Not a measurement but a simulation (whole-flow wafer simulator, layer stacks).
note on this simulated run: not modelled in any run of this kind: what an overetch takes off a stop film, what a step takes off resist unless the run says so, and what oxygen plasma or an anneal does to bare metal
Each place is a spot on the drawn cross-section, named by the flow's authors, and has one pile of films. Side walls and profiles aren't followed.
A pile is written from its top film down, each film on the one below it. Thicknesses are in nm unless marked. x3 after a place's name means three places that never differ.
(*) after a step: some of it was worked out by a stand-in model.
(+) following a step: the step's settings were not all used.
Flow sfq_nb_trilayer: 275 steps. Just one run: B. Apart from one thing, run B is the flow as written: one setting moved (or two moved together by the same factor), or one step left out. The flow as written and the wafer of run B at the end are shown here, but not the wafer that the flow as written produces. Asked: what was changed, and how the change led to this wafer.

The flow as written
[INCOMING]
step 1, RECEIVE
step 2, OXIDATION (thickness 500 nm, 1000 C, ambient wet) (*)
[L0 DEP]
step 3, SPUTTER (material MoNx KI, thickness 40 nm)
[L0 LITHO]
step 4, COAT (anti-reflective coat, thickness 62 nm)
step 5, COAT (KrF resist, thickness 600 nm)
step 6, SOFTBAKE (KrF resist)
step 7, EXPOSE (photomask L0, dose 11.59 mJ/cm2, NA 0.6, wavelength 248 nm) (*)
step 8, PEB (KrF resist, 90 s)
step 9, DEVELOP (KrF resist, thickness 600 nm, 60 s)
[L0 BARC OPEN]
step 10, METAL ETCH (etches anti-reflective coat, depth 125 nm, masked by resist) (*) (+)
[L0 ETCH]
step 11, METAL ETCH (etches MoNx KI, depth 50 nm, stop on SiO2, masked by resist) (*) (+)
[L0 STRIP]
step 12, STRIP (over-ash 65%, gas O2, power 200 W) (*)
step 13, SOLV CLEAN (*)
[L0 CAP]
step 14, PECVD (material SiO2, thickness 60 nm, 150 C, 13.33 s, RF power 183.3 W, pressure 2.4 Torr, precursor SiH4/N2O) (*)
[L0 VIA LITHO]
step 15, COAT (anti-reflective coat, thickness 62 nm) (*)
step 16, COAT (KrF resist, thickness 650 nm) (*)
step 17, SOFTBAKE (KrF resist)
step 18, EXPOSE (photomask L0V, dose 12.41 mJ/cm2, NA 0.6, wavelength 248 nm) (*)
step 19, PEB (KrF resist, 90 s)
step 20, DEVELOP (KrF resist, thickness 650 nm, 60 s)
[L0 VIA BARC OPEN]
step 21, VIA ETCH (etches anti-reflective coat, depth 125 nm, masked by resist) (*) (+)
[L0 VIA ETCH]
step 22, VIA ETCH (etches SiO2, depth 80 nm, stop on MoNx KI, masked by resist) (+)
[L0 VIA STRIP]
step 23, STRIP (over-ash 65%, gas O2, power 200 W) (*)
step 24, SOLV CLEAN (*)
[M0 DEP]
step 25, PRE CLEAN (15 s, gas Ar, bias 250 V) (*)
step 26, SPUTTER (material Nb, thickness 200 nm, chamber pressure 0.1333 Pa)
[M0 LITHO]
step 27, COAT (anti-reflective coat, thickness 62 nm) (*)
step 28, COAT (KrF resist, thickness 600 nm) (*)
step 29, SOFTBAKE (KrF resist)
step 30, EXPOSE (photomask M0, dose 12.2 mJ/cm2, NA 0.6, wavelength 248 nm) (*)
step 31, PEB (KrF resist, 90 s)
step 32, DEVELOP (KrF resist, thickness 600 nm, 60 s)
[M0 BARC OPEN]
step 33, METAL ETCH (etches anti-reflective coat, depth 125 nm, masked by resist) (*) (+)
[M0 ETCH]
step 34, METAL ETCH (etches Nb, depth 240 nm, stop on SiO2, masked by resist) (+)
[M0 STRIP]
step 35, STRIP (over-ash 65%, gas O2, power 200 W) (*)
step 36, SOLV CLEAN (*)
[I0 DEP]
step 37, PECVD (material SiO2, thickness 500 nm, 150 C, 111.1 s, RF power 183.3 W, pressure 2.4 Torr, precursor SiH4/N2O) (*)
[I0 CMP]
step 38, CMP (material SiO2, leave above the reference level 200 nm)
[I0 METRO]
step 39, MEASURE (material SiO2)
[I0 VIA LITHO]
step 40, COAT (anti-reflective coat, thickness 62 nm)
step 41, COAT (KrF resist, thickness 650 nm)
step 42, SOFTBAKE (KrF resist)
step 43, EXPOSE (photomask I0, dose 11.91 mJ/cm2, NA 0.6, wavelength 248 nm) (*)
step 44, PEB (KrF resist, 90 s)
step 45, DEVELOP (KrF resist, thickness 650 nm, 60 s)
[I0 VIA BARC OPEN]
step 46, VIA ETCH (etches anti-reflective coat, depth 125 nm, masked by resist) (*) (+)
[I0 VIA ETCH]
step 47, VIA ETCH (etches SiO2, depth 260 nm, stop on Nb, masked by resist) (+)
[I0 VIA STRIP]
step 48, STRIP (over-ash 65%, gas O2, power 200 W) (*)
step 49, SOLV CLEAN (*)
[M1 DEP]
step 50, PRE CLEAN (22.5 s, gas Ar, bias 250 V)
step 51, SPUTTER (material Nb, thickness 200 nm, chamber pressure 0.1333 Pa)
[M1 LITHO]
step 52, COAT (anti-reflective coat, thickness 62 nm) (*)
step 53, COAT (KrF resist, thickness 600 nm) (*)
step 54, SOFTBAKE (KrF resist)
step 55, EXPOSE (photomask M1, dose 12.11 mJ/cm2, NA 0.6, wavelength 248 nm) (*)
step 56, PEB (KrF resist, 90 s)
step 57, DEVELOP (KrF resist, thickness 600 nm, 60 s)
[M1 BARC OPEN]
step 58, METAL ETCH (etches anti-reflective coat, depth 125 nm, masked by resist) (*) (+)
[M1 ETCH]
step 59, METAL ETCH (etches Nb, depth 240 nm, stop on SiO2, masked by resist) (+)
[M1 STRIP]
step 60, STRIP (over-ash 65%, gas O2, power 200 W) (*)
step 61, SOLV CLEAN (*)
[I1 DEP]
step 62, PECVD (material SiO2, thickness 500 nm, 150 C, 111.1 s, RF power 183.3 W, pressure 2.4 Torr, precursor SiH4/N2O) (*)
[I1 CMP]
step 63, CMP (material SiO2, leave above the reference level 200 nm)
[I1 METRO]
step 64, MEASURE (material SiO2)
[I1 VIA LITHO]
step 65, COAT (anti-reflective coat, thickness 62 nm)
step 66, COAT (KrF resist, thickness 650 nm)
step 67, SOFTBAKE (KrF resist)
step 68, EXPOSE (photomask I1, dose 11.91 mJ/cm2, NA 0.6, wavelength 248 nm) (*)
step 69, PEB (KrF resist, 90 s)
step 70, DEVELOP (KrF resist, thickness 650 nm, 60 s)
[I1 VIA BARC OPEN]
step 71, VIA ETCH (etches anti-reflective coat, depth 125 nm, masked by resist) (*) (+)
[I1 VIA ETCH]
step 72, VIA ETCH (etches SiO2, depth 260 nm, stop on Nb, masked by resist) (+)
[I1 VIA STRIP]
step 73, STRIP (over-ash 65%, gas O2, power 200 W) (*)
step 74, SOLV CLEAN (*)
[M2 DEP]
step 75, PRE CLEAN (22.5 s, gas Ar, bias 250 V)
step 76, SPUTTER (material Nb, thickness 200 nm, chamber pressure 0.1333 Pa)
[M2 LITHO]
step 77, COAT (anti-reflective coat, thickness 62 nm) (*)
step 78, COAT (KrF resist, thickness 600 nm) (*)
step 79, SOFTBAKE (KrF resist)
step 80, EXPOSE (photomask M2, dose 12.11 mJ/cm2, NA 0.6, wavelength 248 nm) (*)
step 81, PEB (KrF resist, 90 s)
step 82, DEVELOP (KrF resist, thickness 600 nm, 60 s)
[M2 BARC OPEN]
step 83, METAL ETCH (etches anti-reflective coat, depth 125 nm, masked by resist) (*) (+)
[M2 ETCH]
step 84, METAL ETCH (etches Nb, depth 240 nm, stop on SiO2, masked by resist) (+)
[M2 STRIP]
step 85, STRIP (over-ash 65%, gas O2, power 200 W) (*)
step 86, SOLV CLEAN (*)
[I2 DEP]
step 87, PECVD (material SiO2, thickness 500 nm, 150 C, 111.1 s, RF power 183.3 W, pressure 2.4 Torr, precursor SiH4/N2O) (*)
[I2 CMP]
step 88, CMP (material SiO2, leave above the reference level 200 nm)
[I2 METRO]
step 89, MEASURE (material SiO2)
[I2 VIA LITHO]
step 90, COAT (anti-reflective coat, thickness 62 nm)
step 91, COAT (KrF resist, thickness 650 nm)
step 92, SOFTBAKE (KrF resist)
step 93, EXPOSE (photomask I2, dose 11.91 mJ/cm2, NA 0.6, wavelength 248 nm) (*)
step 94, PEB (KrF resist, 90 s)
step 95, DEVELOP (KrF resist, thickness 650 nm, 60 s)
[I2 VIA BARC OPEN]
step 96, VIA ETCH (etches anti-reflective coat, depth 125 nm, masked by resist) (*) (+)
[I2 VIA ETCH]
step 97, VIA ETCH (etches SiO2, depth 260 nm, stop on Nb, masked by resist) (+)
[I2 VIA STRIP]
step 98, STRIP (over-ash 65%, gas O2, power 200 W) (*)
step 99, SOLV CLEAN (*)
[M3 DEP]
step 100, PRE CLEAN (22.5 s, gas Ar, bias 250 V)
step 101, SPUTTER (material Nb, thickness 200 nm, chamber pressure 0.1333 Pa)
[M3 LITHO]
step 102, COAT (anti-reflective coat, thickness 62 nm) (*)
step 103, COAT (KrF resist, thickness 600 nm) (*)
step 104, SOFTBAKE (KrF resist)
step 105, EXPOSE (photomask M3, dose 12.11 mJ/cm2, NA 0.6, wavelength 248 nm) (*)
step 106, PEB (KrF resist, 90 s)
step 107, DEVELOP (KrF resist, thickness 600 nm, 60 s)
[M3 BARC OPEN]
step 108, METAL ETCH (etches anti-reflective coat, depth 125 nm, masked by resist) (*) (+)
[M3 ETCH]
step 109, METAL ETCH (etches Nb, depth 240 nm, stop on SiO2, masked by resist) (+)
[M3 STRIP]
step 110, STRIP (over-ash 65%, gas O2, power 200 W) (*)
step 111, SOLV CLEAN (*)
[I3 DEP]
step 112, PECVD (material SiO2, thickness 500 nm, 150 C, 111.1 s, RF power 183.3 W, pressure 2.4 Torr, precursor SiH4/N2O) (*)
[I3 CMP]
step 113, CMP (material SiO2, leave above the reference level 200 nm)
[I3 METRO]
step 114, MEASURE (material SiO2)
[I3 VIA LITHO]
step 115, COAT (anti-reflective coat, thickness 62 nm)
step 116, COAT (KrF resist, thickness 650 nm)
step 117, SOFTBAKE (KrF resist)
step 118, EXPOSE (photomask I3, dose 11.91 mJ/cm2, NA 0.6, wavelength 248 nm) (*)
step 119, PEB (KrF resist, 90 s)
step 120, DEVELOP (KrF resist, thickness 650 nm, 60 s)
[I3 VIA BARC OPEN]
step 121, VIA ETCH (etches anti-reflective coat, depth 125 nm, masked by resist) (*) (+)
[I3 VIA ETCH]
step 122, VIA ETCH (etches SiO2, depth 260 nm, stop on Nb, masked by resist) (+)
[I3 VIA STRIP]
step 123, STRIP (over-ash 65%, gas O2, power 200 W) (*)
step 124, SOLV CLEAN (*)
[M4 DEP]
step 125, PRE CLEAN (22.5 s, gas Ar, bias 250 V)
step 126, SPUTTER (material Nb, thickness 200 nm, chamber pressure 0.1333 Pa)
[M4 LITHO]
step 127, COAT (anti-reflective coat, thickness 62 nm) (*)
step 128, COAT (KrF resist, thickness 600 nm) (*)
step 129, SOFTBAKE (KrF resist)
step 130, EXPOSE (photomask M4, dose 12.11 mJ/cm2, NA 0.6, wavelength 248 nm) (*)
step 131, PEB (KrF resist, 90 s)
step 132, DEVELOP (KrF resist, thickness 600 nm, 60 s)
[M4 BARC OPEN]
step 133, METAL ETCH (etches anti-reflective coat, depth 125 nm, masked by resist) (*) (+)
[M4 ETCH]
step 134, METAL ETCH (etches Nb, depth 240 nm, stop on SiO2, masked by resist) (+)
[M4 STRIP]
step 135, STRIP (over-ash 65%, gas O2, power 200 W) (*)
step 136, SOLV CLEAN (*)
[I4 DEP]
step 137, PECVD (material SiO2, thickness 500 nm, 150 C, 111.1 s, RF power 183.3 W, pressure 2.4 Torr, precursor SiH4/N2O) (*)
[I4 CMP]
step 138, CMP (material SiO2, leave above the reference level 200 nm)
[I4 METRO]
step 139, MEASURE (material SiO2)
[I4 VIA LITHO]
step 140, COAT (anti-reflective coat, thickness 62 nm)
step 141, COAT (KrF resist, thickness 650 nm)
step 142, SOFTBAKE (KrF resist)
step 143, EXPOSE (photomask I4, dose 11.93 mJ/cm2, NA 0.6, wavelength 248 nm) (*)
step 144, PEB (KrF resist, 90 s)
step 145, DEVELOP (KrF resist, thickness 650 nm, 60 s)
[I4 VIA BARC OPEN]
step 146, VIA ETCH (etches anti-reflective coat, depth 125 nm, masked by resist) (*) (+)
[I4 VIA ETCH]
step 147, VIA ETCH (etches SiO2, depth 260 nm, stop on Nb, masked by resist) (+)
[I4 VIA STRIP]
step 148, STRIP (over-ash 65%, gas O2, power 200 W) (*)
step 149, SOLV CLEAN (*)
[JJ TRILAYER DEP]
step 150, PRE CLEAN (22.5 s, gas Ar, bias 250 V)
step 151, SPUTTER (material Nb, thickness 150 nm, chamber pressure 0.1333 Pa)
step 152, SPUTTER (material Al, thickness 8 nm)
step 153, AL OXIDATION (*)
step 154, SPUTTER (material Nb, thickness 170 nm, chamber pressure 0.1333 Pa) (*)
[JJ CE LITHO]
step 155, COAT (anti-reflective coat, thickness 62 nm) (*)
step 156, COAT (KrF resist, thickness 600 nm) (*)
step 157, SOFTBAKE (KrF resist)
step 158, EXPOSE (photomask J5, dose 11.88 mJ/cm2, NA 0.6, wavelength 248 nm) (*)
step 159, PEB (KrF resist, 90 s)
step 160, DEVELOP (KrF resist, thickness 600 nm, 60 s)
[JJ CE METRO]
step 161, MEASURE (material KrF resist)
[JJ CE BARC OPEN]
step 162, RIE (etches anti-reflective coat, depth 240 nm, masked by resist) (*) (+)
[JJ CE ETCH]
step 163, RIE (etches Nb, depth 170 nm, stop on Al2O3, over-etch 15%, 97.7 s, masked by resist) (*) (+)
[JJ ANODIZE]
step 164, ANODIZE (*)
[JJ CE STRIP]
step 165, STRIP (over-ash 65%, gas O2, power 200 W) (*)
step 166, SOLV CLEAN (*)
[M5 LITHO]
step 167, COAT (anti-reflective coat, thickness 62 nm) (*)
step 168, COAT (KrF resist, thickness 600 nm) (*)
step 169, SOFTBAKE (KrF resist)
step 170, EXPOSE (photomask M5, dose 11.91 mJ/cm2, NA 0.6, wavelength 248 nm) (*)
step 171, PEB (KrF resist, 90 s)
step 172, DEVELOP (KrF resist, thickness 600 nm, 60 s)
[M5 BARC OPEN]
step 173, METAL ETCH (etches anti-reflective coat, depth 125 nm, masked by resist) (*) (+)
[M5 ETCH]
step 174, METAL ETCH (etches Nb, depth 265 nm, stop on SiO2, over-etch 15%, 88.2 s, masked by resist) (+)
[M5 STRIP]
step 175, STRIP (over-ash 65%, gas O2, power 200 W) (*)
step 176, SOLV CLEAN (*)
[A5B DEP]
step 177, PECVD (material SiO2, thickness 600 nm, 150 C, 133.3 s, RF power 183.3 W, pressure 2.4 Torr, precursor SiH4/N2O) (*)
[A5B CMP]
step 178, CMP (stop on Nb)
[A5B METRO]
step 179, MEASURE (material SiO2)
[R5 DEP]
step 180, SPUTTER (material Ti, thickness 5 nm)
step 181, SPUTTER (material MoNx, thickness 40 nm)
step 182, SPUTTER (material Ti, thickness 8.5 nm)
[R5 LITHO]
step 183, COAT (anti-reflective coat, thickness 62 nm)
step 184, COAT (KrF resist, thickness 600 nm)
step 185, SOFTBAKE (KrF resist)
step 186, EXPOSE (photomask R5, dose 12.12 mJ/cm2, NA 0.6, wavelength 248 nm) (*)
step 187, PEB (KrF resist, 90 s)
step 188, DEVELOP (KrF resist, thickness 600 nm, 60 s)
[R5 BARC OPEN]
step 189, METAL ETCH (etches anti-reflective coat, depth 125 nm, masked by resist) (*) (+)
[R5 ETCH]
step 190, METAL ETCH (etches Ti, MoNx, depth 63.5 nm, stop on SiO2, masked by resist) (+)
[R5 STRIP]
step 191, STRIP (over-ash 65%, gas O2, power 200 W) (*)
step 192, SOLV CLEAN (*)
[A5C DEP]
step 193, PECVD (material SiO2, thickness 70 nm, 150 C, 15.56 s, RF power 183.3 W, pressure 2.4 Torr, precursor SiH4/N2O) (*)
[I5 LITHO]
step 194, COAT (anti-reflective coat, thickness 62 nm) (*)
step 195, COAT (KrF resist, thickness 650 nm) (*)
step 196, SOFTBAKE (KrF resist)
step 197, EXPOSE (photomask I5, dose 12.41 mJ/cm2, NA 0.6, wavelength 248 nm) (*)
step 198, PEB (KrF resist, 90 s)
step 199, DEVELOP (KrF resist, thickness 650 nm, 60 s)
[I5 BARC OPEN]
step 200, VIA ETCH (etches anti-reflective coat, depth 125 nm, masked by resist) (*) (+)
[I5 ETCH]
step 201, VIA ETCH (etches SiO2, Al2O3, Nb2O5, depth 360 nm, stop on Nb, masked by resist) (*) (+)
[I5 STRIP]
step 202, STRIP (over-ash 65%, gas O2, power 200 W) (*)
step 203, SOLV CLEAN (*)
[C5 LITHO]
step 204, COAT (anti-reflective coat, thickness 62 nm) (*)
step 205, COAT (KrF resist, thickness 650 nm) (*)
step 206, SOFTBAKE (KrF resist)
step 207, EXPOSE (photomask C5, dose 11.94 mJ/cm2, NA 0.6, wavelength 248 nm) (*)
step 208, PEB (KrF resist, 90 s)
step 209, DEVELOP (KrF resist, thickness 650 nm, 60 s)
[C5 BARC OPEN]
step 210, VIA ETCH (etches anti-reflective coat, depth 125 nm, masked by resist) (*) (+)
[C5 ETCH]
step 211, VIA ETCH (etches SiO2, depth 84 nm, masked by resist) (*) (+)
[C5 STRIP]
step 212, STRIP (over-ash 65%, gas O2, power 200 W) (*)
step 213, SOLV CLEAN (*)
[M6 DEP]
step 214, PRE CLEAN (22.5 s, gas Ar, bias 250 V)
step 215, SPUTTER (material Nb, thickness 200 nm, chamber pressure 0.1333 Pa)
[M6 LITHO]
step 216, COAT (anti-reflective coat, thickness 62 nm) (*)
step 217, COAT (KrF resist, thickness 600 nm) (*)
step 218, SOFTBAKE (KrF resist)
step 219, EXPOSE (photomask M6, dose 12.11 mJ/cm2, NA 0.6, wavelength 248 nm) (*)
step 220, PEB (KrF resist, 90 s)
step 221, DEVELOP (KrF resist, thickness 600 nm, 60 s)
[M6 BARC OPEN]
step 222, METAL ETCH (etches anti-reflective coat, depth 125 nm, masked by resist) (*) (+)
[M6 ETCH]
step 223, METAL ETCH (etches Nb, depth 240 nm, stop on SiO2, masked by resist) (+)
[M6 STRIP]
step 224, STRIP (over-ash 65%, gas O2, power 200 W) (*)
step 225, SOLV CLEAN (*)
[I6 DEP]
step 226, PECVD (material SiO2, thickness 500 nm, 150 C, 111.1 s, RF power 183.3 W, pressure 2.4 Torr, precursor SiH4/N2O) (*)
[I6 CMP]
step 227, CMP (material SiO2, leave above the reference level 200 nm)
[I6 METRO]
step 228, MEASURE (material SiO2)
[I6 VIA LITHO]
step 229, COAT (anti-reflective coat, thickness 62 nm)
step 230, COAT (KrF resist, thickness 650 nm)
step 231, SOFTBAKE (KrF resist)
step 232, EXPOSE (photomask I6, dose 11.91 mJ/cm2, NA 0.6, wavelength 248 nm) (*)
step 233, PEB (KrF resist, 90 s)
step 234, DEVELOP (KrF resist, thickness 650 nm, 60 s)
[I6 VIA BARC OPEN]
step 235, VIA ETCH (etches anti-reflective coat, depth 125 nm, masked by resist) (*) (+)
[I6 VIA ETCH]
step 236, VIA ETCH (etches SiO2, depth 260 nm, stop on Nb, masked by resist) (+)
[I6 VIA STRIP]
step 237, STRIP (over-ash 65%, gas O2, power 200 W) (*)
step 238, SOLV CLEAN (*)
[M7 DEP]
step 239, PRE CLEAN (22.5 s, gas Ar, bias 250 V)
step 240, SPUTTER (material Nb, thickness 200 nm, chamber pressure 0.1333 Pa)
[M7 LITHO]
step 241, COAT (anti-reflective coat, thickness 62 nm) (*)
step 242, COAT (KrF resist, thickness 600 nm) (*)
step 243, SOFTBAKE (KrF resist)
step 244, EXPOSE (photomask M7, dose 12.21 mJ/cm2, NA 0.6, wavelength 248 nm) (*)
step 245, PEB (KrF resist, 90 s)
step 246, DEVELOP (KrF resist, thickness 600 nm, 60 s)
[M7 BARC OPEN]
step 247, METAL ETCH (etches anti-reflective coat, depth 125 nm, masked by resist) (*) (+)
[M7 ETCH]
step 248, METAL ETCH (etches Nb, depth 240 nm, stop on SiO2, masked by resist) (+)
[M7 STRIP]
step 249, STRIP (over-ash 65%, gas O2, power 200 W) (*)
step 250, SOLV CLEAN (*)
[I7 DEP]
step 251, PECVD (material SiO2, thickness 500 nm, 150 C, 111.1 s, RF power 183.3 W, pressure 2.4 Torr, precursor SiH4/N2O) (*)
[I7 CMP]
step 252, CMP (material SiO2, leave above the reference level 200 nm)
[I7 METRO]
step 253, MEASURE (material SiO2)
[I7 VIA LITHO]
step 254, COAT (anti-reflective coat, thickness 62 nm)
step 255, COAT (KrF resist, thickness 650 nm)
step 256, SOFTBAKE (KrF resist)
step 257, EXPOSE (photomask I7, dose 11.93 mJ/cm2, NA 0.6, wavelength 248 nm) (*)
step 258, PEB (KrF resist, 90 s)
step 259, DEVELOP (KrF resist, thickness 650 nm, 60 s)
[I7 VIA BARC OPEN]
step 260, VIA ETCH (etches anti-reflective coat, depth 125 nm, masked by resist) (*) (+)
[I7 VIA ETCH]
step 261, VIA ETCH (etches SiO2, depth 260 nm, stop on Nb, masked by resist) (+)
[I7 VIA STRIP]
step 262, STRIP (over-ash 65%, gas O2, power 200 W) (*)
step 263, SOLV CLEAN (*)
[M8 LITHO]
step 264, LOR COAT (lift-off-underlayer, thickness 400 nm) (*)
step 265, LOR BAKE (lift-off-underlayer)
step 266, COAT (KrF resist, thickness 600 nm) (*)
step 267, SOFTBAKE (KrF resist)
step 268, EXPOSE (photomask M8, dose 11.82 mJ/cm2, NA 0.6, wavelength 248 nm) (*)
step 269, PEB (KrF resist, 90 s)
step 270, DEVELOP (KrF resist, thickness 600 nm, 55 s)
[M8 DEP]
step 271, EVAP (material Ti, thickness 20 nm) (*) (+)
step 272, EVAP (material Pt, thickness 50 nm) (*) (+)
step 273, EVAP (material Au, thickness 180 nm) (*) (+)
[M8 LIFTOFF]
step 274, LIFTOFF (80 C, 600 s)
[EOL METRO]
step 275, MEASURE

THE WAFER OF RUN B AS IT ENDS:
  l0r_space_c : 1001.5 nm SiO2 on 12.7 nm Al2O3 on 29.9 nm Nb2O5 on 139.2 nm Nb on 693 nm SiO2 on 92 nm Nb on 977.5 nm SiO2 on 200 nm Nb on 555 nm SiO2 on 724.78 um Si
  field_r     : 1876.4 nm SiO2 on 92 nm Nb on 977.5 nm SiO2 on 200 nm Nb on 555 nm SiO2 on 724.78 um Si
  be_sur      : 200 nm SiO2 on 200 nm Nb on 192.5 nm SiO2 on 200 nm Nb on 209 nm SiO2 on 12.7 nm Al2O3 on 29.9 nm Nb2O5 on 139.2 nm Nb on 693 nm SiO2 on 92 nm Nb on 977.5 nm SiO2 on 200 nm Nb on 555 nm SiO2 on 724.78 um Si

Cause: step 109, METAL ETCH: depth 108 nm was run, though the flow has depth 240 nm.

How this came from the change, step by step:
  step 109, METAL ETCH (etches Nb, depth 240 nm, stop on SiO2, masked by resist) (+)
      field_l, be, be_sur and 72 more: -108 Nb (it would be, as written: -200 Nb (all of it))
      v_sur, via_wl, via_w and 28 more: -63.5 KrF resist (it would be, as written: -141.2 KrF resist)
  step 110, STRIP (over-ash 65%, gas O2, power 200 W) (*)
      p4_w1, p4_w2, p4_w3 and 21 more: -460 KrF resist (all of it), -62 anti-reflective coat (all of it) (it would be, as written: -382.4 KrF resist (all of it), -62 anti-reflective coat (all of it))
      v_sur: -443 KrF resist (all of it), -61.1 anti-reflective coat (all of it) (it would be, as written: -365.3 KrF resist (all of it), -61.1 anti-reflective coat (all of it))
      (also at 6 further places)
  step 112, PECVD (material SiO2, thickness 500 nm, 150 C, 111.1 s, RF power 183.3 W, pressure 2.4 Torr, precursor SiH4/N2O) (*)
      field_l, be, be_sur and 64 more: +500 SiO2 (new film) (it would be, as written: +500 SiO2)
      p4_g1, p4_g2, p3_s0, p3_s1, p3_s2, p3_s3, p3_s4, p3_s5: +500 SiO2 (new film) (it would be, as written: +557.1 SiO2)
  step 113, CMP (material SiO2, leave above the reference level 200 nm)
      field_l, be, be_sur and 64 more: -192 SiO2 (it would be, as written: -100 SiO2)
      p4_g1, p4_g2, p3_s0, p3_s1, p3_s2, p3_s3, p3_s4, p3_s5: -192 SiO2 (it would be, as written: -157.1 SiO2)
If metal films that touch count as one body, l0r_space_c has 3 bodies (between them, from the top down: SiO2 693; SiO2 977.5); the flow as written gives 2 bodies (between them, from the top down: SiO2 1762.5).
If metal films that touch count as one body, field_r has 2 bodies (between them, from the top down: SiO2 977.5); the flow as written gives 1 body.
If metal films that touch count as one body, be_sur has 5 bodies (between them, from the top down: SiO2 192.5; SiO2 209 / Al2O3 12.7 / Nb2O5 29.9; SiO2 693; SiO2 977.5); the flow as written gives 4 bodies (between them, from the top down: SiO2 192.5; SiO2 209 / Al2O3 12.7 / Nb2O5 29.9; SiO2 1762.5).
